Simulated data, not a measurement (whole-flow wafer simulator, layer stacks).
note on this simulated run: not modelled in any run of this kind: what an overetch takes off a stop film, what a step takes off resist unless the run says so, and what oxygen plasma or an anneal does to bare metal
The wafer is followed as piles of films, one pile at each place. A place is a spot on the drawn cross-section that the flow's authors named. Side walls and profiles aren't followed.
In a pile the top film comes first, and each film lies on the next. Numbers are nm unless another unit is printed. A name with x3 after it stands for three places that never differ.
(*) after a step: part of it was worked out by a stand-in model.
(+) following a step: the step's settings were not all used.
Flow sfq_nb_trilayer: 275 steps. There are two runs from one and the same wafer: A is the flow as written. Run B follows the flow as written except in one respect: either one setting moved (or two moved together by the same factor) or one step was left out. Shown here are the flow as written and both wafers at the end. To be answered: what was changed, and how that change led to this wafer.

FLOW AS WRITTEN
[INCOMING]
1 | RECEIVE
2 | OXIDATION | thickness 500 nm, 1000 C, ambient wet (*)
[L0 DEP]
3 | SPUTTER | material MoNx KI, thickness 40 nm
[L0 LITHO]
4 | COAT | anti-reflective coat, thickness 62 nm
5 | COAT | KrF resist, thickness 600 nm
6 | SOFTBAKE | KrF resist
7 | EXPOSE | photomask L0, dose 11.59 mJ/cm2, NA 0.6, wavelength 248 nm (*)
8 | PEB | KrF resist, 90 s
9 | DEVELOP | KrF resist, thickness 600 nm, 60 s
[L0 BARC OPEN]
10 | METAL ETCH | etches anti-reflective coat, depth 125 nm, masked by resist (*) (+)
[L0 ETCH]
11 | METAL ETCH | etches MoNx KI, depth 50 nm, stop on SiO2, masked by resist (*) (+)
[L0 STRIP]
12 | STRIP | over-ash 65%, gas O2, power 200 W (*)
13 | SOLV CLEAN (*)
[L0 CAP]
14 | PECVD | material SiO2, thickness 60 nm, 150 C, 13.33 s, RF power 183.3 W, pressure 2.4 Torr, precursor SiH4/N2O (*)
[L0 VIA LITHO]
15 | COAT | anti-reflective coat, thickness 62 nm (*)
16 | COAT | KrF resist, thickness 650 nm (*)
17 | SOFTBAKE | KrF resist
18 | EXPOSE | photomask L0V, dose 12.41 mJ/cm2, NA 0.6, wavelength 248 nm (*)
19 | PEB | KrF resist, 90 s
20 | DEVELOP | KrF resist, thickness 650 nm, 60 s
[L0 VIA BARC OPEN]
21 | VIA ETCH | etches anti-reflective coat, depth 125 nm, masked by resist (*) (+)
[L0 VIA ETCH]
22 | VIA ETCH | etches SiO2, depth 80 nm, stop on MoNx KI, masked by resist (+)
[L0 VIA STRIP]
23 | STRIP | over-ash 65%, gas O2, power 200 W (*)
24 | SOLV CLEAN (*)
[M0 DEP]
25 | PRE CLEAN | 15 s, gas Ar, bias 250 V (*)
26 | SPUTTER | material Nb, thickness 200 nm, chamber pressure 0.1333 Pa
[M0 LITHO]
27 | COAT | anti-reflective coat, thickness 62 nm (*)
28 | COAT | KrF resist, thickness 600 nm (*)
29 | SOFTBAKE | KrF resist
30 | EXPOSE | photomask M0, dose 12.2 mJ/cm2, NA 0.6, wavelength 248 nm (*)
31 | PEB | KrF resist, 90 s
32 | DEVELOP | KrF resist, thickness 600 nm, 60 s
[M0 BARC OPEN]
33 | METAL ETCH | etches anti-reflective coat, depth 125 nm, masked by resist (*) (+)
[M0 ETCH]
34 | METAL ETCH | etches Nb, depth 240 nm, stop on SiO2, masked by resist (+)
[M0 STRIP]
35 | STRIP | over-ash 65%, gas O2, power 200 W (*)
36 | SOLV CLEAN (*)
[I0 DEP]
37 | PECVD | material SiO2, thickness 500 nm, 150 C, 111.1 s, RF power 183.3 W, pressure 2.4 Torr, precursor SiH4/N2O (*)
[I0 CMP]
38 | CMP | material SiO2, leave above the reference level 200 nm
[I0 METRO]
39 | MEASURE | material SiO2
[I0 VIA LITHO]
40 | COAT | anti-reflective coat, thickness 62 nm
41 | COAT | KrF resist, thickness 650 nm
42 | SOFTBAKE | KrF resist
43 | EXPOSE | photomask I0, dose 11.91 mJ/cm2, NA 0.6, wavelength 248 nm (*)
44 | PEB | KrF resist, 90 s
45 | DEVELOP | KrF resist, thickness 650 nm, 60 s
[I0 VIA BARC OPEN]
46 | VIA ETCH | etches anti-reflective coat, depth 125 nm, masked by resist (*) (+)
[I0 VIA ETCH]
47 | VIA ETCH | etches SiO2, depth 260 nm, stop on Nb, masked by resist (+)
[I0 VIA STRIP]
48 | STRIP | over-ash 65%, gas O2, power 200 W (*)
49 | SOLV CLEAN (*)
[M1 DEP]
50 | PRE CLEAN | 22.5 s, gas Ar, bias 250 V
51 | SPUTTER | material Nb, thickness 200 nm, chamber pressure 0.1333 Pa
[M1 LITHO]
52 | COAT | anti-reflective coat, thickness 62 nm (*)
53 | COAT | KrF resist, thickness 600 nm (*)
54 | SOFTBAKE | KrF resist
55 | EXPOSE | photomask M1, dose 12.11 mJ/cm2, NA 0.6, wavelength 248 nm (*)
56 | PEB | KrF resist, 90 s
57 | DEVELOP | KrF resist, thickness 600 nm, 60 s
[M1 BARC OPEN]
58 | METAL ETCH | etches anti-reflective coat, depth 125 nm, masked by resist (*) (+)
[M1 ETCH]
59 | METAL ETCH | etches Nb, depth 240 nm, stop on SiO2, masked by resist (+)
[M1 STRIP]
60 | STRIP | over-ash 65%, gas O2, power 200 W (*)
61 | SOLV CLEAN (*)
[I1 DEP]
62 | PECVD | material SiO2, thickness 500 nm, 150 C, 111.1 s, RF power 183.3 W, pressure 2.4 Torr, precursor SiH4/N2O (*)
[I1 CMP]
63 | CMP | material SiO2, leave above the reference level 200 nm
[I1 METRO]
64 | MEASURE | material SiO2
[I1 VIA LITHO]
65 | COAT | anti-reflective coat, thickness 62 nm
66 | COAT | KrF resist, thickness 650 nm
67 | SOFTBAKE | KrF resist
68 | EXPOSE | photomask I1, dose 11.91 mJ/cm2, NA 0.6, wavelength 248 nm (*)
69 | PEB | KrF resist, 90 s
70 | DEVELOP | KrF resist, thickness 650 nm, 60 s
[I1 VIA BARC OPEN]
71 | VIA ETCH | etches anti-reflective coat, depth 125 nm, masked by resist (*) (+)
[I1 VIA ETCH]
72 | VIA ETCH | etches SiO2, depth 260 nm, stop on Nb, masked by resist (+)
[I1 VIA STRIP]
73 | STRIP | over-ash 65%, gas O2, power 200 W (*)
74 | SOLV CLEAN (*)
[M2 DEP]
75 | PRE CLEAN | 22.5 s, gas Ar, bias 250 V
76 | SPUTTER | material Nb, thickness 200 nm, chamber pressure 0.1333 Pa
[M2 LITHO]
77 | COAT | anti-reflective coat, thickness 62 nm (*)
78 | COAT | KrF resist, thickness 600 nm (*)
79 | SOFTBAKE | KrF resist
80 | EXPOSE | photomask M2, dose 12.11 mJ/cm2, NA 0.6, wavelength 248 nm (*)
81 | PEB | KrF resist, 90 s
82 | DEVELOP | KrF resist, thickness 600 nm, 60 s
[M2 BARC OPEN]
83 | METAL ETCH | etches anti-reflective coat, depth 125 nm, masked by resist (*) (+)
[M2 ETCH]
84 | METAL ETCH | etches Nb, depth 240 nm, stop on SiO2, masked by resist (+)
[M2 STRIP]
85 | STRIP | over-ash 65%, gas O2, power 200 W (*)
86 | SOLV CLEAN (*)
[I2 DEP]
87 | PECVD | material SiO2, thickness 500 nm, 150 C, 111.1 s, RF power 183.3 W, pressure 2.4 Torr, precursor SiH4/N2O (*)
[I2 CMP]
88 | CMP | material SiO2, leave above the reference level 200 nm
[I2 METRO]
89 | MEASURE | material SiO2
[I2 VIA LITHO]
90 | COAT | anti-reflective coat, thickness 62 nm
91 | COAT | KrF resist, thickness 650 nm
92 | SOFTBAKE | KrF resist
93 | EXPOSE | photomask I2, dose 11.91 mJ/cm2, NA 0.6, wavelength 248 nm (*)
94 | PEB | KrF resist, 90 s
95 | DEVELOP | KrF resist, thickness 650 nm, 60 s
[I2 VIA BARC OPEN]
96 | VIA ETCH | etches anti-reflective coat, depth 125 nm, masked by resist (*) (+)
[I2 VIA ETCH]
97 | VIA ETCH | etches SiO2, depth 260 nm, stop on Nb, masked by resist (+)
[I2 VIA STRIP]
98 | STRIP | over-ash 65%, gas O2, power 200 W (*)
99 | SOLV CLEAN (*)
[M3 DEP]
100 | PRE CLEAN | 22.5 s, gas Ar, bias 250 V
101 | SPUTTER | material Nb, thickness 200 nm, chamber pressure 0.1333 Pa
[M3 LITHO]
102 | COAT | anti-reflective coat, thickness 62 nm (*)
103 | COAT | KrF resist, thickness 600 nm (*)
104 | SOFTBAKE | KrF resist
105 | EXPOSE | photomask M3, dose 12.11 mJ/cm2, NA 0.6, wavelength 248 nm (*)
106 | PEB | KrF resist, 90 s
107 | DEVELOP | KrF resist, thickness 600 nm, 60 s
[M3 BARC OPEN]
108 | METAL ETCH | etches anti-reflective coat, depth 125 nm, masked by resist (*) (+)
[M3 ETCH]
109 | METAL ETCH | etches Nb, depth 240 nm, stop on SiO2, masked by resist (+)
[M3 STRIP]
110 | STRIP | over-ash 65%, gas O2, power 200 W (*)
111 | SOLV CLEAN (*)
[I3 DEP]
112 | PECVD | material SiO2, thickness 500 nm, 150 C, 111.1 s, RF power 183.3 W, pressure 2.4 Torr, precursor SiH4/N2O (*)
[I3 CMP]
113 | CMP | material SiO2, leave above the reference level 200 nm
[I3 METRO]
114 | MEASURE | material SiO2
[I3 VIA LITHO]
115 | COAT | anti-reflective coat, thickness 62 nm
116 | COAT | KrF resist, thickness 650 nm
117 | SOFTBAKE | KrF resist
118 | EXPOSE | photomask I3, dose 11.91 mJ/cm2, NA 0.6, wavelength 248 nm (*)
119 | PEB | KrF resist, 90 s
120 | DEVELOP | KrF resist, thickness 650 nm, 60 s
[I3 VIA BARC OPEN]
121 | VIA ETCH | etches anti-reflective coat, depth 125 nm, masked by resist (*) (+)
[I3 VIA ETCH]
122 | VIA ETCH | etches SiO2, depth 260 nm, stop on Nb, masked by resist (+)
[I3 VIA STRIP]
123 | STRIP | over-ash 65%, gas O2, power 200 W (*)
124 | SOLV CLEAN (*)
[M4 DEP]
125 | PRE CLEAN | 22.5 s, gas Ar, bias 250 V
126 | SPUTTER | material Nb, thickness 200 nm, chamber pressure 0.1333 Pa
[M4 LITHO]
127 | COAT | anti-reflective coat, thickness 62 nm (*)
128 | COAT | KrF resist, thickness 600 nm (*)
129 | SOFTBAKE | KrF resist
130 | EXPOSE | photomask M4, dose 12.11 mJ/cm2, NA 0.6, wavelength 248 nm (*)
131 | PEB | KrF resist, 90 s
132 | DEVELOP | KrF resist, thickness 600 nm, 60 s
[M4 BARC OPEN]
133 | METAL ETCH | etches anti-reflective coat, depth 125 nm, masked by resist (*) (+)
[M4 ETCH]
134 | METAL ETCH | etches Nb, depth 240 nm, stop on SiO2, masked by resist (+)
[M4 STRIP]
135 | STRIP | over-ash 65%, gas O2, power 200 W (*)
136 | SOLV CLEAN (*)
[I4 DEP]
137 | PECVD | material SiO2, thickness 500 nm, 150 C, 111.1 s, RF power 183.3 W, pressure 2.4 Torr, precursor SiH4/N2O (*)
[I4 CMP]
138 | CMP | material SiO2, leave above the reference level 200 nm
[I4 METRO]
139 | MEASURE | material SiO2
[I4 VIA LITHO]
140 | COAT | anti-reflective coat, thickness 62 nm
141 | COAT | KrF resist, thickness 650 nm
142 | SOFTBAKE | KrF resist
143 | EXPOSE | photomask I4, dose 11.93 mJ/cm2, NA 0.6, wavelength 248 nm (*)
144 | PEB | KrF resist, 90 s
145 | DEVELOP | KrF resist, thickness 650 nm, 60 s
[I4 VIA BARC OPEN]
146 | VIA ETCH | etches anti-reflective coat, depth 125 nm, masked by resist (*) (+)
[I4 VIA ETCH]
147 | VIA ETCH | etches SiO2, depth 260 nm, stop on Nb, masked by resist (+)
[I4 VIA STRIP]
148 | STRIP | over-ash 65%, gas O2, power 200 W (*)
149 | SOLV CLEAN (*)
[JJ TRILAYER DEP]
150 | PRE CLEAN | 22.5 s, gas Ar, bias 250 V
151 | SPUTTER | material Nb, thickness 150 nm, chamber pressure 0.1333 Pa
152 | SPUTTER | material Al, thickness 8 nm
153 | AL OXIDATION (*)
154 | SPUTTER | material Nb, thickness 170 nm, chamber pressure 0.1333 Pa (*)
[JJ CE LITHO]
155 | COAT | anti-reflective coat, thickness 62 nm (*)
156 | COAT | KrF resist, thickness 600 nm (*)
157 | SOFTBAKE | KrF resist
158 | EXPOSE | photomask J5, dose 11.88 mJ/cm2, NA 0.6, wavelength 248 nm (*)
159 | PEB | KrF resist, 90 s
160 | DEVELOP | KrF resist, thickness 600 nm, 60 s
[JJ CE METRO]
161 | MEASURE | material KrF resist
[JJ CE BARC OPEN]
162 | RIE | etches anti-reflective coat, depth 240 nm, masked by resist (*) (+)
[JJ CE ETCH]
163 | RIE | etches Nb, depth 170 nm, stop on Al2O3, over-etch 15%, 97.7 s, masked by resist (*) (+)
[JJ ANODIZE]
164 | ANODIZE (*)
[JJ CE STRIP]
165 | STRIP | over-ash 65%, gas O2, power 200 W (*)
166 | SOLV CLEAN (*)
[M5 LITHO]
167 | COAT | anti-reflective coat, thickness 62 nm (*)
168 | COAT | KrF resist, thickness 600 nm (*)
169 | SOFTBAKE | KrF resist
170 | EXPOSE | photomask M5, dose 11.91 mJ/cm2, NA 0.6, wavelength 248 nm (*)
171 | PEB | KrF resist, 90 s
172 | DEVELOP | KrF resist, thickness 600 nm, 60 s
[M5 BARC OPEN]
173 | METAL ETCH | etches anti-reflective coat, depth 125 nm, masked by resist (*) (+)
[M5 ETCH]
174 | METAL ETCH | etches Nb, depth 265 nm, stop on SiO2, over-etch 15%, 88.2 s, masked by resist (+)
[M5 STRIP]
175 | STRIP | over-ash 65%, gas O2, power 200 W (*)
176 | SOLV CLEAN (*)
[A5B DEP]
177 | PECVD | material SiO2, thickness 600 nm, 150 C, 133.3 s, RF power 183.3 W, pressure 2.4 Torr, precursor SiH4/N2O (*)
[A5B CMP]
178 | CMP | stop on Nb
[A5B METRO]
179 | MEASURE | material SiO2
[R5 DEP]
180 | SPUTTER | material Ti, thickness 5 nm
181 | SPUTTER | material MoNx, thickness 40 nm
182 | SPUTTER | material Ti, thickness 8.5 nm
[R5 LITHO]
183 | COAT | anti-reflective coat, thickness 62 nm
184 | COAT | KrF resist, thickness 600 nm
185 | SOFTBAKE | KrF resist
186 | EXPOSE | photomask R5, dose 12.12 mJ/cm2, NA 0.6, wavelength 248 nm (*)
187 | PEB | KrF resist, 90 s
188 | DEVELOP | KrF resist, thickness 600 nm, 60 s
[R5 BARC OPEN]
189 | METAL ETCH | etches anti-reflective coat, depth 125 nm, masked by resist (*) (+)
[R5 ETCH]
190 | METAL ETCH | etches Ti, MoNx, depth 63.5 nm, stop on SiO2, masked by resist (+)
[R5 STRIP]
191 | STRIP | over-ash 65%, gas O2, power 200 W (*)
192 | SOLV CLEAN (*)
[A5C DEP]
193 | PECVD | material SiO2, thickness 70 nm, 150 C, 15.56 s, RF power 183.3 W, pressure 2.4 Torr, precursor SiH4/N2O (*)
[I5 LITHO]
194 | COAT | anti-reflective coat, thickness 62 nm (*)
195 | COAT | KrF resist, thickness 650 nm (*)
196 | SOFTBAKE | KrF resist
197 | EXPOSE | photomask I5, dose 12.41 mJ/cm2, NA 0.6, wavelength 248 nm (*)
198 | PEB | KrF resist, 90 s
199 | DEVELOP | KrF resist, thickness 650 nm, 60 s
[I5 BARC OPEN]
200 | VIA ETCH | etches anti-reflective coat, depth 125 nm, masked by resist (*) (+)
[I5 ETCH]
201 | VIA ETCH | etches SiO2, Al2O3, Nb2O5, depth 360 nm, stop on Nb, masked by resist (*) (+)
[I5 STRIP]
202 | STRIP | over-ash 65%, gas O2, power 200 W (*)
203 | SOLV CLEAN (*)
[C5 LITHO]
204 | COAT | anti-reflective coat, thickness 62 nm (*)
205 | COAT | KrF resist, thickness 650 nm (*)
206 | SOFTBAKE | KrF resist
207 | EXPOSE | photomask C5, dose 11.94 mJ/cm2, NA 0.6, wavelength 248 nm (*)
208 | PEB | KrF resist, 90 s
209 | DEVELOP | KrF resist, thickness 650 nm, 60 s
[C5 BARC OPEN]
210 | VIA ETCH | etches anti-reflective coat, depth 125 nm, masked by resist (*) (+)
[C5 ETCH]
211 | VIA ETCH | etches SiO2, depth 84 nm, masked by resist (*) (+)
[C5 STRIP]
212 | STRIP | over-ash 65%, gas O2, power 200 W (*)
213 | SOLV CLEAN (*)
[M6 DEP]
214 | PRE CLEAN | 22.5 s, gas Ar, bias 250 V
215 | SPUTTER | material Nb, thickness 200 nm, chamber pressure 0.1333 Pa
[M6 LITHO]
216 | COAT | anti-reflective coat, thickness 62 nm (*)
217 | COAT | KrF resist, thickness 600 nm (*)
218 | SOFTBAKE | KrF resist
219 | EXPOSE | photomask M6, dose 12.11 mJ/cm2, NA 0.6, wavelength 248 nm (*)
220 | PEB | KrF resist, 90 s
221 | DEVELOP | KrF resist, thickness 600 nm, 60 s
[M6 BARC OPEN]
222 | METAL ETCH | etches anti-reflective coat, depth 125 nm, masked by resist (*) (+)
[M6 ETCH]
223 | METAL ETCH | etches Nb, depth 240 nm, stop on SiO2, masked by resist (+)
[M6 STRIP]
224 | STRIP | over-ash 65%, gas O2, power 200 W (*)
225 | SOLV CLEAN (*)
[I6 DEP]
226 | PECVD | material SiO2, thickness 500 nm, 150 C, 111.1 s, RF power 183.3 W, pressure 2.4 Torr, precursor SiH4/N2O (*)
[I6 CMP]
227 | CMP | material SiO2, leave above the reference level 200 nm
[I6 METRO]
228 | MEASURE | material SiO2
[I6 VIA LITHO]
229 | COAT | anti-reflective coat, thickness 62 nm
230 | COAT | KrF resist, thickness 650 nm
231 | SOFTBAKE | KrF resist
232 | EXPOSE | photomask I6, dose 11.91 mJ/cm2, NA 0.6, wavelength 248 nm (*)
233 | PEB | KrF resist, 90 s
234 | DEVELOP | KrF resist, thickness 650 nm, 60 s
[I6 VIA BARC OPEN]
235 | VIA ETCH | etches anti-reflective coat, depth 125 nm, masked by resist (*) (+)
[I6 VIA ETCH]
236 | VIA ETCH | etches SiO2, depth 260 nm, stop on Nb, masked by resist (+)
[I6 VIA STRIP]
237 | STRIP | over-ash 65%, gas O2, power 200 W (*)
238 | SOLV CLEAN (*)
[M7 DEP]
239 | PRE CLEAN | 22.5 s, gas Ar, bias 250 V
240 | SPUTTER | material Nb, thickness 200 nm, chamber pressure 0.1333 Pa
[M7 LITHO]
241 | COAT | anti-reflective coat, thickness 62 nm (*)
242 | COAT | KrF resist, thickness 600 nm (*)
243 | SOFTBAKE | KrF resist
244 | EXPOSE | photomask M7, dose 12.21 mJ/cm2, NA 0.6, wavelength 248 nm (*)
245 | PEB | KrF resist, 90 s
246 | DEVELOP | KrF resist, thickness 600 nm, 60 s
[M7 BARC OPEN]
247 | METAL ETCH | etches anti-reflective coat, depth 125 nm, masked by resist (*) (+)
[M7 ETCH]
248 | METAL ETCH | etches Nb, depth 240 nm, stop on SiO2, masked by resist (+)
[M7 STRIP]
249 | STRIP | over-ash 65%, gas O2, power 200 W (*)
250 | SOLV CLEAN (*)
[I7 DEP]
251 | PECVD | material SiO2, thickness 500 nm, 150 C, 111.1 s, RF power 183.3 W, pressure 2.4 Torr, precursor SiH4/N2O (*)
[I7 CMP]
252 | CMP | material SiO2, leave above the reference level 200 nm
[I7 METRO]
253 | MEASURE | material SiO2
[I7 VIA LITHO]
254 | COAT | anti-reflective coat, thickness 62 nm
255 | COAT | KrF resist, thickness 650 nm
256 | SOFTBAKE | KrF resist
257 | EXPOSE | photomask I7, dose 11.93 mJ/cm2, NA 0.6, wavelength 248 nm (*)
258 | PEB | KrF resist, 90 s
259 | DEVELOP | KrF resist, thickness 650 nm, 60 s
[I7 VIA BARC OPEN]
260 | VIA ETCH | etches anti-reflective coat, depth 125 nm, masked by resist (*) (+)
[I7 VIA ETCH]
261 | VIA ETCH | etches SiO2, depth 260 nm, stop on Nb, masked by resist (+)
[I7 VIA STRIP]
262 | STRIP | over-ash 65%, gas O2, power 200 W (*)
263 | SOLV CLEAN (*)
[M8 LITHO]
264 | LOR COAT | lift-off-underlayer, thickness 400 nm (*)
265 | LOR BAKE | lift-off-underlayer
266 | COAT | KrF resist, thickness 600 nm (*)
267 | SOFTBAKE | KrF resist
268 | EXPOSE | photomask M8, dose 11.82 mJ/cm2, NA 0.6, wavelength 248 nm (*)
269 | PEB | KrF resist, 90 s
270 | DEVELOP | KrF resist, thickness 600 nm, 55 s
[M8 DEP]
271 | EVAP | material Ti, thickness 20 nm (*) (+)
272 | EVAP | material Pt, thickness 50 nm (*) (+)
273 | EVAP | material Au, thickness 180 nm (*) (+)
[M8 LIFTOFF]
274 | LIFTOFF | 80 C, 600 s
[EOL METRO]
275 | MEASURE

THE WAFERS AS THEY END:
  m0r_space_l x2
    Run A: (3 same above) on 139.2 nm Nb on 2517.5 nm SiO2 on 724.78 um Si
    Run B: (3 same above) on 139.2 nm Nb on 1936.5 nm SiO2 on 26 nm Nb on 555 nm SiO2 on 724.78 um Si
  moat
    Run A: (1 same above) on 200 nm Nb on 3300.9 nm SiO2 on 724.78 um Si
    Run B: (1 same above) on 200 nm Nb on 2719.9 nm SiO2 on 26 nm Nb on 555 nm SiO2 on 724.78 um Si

What caused this: step 34, METAL ETCH: depth 174 nm was run, while the flow as written has depth 240 nm.

How this came from the change, step by step:
  34 | METAL ETCH | etches Nb, depth 240 nm, stop on SiO2, masked by resist (+)
      moat, m0r_space_l x2: A Nb loses 200 (all of it) | B Nb loses 174
      field_l, v_sur, via_wl and 100 more: A KrF resist loses 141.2 | B KrF resist loses 102.4
  35 | STRIP | over-ash 65%, gas O2, power 200 W (*)
      p4_fl, p4_fm, p4_w1 and 68 more: A KrF resist loses 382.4 (all of it), anti-reflective coat loses 62 (all of it) | B KrF resist loses 421.2 (all of it), anti-reflective coat loses 62 (all of it)
      jj_sur, ce_l, r_end: A KrF resist loses 389.1 (all of it), anti-reflective coat loses 63.6 (all of it) | B KrF resist loses 427.9 (all of it), anti-reflective coat loses 63.6 (all of it)
      (also at 29 further places)
  37 | PECVD | material SiO2, thickness 500 nm, 150 C, 111.1 s, RF power 183.3 W, pressure 2.4 Torr, precursor SiH4/N2O (*)
      moat, m0r_space_l x2: A SiO2 gains 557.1 | B SiO2 gains 531.1 (new film)
If metal films that touch count as one body, m0r_space_l x2 has 2 bodies (between them, from the top down: SiO2 1936.5); the flow as written gives 1 body.
If metal films that touch count as one body, moat has 2 bodies (between them, from the top down: SiO2 2719.9); the flow as written gives 1 body.
